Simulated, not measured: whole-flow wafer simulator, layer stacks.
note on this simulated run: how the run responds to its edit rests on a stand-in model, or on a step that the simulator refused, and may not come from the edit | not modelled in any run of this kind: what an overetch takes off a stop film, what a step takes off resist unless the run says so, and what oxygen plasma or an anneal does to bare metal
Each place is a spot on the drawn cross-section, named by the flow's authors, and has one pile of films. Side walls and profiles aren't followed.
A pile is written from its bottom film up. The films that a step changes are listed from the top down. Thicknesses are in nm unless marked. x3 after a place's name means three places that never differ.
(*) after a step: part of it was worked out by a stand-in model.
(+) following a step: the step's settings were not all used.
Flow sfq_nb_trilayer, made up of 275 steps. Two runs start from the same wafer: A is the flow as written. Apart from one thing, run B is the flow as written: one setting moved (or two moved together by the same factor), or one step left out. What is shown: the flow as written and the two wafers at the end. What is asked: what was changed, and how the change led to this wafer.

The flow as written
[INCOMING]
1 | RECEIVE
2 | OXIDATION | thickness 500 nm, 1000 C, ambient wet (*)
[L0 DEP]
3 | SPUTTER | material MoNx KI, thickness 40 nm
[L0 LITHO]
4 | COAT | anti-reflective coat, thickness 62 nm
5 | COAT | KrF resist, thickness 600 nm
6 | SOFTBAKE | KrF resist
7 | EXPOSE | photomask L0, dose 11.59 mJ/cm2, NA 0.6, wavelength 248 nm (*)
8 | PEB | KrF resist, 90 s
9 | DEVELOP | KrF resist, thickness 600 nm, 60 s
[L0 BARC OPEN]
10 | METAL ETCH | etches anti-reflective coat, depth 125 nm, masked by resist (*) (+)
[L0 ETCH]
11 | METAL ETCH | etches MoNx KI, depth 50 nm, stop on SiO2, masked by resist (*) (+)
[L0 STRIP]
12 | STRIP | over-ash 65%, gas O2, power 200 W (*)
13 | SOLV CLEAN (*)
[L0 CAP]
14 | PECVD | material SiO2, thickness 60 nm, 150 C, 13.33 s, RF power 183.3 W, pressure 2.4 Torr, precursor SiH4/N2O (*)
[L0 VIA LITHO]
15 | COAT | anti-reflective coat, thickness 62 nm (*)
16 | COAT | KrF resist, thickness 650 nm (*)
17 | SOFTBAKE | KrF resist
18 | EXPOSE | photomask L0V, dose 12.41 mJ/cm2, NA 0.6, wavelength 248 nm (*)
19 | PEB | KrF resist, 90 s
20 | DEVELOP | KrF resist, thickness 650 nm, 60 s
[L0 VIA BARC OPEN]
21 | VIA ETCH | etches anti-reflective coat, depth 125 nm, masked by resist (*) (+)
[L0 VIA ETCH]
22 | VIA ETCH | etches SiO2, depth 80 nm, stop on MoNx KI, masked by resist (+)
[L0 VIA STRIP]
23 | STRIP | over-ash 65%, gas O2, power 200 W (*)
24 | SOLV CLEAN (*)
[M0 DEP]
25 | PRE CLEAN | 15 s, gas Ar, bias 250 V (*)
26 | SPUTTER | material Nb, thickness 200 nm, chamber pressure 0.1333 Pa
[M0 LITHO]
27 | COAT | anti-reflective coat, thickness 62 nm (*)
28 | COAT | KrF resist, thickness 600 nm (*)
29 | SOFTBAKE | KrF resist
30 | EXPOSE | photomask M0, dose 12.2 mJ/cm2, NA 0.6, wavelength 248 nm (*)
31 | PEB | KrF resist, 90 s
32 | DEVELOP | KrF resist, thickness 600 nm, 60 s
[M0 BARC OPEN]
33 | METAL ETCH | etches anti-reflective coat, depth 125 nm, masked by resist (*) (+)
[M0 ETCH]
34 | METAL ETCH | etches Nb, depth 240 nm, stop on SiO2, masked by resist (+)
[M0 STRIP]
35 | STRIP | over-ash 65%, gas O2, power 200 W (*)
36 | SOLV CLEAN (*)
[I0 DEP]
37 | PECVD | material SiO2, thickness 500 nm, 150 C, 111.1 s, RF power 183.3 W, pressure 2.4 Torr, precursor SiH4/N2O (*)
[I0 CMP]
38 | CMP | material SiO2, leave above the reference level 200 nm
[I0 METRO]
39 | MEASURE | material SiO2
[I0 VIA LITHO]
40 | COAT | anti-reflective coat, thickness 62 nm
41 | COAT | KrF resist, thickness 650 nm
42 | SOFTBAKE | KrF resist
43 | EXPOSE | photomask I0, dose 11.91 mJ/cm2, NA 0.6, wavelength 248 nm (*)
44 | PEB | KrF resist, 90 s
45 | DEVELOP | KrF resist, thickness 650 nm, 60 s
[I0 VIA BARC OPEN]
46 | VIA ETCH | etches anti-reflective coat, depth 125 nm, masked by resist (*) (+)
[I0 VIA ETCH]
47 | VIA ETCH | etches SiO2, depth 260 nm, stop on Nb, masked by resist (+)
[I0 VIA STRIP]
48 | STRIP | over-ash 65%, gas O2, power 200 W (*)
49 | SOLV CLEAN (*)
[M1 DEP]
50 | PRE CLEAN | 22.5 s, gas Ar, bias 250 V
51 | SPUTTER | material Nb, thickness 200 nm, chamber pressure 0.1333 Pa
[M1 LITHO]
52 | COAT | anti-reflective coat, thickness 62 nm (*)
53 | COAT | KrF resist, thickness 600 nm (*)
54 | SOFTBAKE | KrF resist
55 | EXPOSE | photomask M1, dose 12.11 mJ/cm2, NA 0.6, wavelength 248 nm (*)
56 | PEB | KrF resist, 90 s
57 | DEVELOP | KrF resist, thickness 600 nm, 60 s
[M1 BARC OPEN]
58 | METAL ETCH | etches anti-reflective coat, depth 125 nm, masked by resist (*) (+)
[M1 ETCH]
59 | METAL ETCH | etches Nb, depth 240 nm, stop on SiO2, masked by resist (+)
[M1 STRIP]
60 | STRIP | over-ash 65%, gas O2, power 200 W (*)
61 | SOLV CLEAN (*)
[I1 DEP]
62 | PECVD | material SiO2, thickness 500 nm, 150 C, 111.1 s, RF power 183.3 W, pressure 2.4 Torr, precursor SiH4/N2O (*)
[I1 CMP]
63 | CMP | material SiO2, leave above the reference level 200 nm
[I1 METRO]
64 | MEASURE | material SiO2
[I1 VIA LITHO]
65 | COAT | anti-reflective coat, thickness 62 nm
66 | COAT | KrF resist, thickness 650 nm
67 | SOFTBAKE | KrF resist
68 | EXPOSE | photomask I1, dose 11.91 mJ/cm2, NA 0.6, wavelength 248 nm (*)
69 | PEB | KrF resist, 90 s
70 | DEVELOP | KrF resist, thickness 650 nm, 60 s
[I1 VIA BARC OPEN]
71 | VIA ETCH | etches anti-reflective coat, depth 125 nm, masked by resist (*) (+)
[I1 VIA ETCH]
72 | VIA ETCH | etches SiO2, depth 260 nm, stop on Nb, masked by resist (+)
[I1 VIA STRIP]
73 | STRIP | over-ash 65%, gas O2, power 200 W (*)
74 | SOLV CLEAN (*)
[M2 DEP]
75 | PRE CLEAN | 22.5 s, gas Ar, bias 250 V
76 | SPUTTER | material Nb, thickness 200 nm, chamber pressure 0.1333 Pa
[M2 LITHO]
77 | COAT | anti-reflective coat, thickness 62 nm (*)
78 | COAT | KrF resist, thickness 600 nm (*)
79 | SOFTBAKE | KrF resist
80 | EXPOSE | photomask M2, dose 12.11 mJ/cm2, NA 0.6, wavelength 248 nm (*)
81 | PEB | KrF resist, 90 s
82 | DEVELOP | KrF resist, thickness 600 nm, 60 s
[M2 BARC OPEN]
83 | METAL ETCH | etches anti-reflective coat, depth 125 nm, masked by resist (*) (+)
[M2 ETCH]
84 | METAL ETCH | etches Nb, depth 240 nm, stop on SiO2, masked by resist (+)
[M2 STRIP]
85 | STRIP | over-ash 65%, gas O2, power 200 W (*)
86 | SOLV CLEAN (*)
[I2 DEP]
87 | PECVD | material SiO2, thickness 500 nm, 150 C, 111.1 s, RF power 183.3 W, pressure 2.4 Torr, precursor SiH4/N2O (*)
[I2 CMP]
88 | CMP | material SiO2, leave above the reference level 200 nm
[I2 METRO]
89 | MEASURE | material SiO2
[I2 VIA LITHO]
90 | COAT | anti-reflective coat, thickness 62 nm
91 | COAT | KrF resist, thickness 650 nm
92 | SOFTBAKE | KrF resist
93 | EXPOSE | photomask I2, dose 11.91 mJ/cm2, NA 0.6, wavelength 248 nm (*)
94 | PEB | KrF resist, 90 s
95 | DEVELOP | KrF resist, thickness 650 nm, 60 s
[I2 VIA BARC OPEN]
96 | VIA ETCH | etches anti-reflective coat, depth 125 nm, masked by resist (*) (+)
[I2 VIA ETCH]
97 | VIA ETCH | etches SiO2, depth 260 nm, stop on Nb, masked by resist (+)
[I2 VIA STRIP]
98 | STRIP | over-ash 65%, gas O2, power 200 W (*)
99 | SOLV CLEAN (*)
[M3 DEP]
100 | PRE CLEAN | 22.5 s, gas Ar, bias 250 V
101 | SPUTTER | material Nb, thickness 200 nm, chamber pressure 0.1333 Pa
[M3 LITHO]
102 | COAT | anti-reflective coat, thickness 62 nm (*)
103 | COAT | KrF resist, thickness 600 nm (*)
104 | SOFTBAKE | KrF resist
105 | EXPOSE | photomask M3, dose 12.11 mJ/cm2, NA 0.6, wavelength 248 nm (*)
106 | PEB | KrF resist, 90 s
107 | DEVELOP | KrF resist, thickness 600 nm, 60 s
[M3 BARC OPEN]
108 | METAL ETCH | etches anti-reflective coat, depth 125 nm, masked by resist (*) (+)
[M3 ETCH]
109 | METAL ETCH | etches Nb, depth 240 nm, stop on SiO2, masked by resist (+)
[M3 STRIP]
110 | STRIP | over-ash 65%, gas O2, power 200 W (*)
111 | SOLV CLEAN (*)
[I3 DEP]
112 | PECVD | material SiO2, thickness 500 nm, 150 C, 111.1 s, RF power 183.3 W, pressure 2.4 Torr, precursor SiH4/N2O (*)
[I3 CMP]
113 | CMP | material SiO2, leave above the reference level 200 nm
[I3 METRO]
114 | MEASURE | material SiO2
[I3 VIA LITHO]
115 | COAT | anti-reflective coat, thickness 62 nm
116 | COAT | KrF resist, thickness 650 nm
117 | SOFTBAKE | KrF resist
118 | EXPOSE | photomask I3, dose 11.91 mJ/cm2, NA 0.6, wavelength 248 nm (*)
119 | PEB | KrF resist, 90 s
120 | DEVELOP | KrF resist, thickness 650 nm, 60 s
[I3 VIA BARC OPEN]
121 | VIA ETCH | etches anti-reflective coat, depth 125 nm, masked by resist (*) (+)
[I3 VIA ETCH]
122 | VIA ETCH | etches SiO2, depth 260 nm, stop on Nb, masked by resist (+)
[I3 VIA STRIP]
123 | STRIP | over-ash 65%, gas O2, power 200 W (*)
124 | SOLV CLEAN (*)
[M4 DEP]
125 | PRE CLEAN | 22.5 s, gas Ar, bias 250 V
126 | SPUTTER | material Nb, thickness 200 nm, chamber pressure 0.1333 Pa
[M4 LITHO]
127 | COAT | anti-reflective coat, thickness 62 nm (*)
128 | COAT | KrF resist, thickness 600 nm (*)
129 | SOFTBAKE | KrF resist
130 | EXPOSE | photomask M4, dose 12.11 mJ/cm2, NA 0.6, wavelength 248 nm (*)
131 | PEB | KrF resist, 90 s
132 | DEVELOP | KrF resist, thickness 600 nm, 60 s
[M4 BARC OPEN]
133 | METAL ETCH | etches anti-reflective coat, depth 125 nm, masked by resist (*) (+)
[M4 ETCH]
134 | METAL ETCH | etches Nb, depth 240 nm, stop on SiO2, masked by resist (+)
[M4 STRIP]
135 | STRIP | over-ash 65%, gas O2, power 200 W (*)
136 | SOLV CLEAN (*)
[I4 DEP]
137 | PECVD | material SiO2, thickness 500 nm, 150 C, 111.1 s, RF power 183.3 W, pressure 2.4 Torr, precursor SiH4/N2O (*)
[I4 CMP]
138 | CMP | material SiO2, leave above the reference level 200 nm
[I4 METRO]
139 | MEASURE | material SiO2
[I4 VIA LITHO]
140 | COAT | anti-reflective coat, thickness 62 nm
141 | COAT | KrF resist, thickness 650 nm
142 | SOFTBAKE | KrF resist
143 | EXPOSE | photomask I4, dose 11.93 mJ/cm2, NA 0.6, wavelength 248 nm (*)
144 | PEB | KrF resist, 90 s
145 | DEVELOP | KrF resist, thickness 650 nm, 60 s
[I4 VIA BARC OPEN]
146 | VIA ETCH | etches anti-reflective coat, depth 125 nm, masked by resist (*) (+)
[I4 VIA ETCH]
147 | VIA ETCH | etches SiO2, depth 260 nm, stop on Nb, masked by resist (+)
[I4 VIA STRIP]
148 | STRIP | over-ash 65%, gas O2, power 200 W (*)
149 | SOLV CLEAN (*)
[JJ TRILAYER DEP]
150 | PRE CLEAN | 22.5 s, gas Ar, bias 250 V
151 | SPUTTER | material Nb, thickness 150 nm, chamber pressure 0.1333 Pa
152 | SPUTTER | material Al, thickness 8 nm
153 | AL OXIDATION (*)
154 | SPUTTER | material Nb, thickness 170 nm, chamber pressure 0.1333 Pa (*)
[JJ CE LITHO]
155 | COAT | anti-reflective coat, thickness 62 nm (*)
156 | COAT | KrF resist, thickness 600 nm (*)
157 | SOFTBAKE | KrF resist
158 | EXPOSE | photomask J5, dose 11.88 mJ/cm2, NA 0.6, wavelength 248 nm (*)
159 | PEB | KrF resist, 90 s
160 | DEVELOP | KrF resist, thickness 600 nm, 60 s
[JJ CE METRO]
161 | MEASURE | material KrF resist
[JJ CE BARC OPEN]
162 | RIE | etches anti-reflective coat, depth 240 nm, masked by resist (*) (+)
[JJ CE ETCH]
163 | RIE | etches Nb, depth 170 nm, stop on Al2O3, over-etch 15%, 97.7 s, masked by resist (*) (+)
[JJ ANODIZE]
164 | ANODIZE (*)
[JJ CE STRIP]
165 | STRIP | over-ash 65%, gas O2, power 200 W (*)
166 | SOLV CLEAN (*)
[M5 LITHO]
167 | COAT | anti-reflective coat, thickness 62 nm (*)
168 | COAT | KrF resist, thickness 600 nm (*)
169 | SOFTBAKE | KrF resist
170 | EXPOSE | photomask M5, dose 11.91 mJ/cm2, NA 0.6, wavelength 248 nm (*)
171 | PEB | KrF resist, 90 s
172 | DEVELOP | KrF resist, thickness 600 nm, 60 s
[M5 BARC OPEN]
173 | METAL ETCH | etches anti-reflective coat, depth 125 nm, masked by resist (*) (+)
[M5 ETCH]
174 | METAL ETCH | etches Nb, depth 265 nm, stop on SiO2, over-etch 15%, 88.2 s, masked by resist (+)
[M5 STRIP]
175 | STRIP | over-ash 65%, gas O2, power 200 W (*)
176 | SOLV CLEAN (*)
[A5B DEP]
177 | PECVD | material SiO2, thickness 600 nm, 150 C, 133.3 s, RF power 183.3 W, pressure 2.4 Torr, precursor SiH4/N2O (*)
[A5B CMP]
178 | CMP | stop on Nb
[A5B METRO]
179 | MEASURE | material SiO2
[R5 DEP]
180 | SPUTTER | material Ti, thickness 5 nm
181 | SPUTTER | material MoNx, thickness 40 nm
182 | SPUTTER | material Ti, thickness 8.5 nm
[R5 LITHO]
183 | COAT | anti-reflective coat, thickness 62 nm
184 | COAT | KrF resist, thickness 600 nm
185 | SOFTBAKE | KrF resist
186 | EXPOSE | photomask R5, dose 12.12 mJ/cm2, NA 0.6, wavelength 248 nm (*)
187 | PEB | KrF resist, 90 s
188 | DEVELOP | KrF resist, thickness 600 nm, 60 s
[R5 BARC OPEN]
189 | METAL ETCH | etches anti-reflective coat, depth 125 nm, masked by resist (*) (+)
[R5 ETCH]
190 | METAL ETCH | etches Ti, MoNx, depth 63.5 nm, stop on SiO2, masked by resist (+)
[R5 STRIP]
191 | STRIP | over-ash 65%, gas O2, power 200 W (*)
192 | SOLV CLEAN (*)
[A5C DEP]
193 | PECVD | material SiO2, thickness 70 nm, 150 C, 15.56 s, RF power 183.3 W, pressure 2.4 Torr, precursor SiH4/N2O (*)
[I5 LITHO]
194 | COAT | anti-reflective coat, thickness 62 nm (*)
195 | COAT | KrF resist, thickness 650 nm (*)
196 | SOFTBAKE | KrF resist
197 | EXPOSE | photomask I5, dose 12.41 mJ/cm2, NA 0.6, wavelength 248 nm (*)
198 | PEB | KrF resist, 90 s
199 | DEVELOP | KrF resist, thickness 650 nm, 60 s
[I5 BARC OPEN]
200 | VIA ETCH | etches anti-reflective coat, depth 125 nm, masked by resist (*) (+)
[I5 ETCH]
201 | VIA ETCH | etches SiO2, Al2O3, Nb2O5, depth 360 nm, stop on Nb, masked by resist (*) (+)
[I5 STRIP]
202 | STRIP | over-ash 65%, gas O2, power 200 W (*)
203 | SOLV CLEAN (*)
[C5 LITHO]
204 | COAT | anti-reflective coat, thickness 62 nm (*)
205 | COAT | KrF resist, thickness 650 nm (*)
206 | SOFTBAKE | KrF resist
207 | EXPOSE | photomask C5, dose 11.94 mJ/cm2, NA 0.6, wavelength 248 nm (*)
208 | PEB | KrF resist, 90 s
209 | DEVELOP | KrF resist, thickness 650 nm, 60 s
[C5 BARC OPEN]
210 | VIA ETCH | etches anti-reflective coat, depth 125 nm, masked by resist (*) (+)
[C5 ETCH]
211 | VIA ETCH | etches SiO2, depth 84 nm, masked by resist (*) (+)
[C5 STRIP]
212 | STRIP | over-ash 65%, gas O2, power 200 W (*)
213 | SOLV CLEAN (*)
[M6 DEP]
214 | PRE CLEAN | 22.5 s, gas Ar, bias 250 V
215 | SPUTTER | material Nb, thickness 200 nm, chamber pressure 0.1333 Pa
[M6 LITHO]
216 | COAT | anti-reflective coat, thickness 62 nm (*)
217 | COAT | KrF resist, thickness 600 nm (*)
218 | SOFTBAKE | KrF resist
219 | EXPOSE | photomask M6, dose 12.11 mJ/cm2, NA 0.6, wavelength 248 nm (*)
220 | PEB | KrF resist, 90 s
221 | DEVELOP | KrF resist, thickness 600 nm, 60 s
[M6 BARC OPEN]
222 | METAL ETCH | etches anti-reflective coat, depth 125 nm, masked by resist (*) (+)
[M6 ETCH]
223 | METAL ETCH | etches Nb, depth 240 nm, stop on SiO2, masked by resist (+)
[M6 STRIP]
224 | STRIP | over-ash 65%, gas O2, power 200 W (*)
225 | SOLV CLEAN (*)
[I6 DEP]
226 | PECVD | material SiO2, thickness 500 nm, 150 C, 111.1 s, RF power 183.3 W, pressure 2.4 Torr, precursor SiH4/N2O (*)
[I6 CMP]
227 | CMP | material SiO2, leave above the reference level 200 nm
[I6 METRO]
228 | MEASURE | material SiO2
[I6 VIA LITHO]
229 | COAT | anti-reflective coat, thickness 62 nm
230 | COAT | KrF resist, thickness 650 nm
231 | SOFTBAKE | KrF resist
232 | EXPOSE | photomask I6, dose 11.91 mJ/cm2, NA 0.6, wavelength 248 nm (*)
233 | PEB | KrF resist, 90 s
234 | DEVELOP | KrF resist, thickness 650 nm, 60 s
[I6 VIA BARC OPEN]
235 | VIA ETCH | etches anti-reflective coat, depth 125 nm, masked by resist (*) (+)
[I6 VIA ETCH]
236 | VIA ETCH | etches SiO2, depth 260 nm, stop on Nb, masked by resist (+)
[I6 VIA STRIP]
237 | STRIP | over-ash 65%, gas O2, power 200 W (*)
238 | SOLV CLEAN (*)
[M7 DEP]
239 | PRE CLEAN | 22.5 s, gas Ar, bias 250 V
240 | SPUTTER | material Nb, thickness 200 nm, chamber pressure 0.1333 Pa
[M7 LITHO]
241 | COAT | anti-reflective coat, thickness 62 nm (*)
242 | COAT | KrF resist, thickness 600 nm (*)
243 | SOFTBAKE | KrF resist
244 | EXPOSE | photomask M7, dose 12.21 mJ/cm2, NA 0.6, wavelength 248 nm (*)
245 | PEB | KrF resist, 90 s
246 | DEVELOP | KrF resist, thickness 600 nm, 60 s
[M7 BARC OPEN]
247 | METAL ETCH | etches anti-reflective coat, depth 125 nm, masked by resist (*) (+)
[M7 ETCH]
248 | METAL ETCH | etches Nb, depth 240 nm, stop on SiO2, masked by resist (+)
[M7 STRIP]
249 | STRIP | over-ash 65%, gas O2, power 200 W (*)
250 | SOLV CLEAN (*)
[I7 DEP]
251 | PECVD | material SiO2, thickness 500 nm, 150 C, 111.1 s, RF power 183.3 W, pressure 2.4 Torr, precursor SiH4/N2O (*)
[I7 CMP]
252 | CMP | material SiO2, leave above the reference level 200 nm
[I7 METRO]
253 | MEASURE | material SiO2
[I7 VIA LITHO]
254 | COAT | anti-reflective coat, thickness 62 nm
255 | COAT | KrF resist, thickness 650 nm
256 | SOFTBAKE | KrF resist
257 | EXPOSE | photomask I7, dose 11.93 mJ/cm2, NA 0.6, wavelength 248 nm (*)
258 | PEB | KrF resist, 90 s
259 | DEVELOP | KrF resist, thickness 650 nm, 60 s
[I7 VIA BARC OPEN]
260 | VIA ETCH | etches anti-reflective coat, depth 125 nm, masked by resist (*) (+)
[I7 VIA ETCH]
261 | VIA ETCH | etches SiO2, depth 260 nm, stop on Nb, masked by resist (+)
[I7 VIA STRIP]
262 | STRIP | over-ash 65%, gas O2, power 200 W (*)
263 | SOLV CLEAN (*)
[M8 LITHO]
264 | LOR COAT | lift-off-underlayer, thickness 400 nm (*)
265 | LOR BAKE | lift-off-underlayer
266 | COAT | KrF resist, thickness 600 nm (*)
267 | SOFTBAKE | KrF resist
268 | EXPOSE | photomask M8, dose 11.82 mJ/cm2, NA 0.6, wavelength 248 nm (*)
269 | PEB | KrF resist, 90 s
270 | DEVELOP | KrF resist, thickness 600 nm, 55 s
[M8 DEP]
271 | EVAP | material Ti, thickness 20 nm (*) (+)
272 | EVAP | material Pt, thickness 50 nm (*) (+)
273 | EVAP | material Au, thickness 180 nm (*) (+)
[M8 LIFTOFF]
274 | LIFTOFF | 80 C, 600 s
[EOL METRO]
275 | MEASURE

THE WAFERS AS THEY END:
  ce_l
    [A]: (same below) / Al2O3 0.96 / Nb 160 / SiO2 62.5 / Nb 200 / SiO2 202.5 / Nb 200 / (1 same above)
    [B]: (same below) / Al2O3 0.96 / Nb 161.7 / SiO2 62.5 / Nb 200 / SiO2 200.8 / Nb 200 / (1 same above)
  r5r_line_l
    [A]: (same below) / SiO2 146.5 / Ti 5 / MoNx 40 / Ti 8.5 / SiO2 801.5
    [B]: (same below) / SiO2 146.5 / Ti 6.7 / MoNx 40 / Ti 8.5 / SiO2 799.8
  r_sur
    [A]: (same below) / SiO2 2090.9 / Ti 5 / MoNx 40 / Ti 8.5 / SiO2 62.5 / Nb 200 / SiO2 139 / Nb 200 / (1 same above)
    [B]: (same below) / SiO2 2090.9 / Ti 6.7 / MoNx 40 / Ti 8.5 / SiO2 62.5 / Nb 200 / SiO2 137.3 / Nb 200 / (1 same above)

What caused this: step 180, SPUTTER: thickness 6.7 nm was run, while the flow as written has thickness 5 nm.
The wafer lets one read it off: r5r_line_l has Ti 6.7, and step 180 as written asks for 5 nm.

How this came from the change, step by step:
  180 | SPUTTER | material Ti, thickness 5 nm
      field_l, v_sur, via_wl and 103 more: A Ti gains 5 (new film) | B Ti gains 6.7 (new film)
  190 | METAL ETCH | etches Ti, MoNx, depth 63.5 nm, stop on SiO2, masked by resist (+)
      field_l, v_sur, via_wl and 92 more: A Ti loses 8.5 (all of it), MoNx loses 40 (all of it), Ti loses 5 (all of it) | B Ti loses 8.5 (all of it), MoNx loses 40 (all of it), Ti loses 6.7 (all of it)
      ce_l, c5j, ce_r, wl_jj: A Ti loses 8.5 (all of it), MoNx loses 40 (all of it), Ti loses 5 (all of it), Nb loses 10 | B Ti loses 8.5 (all of it), MoNx loses 40 (all of it), Ti loses 6.7 (all of it), Nb loses 8.3
